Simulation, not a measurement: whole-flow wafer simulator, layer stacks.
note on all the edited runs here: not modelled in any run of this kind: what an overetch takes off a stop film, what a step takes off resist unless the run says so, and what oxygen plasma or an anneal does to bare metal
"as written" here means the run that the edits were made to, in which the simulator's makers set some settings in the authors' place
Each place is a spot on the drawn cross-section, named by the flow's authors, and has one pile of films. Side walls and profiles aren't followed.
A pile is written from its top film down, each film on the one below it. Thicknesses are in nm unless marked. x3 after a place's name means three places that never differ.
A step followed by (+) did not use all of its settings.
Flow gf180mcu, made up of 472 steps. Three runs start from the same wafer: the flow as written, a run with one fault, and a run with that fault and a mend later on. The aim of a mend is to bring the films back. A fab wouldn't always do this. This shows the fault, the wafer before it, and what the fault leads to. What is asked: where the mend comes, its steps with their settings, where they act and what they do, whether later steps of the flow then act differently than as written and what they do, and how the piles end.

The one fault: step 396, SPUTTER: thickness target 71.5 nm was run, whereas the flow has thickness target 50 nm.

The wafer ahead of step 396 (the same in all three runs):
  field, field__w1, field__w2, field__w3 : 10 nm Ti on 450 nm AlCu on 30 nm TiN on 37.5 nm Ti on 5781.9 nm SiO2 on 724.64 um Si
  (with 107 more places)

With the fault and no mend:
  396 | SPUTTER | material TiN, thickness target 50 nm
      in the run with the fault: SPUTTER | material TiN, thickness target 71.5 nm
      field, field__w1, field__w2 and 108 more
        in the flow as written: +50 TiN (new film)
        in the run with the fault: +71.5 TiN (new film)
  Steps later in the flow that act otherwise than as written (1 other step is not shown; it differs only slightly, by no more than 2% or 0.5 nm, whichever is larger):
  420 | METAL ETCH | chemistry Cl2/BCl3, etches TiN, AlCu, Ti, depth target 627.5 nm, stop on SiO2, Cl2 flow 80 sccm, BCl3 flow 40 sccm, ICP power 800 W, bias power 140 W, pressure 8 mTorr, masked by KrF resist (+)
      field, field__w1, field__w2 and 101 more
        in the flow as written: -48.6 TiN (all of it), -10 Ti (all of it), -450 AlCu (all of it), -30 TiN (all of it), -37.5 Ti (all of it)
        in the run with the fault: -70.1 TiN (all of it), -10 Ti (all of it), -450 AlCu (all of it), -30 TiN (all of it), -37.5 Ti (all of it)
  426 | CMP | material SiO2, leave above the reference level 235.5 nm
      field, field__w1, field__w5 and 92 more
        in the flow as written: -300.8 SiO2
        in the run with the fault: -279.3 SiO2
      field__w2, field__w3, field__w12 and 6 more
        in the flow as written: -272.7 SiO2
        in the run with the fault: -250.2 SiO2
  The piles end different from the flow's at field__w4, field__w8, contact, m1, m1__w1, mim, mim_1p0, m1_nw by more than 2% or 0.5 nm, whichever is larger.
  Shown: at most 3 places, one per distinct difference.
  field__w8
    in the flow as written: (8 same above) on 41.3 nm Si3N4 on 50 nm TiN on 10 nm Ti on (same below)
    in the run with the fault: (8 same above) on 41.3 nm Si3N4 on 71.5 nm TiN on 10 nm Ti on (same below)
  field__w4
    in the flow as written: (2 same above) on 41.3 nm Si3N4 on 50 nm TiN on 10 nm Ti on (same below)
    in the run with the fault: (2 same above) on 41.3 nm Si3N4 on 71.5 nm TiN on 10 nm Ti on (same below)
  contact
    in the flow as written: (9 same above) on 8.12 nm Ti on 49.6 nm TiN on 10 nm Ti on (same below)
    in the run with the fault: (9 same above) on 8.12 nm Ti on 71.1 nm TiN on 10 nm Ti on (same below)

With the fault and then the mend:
  The mend follows step 396.
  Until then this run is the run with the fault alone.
  396a | METAL ETCH | chemistry Cl2/BCl3, etches TiN, AlCu, Ti, depth target 21.5 nm, Cl2 flow 80 sccm, BCl3 flow 40 sccm, ICP power 800 W, bias power 140 W, pressure 8 mTorr (a further turn of the flow's step 260, with different settings)
      field, field__w1, field__w2 and 108 more
        -21.5 TiN
  None of the later steps of the flow acts differently than as written at any place that is followed.
  The piles end the same as the flow's at every place that both follow.
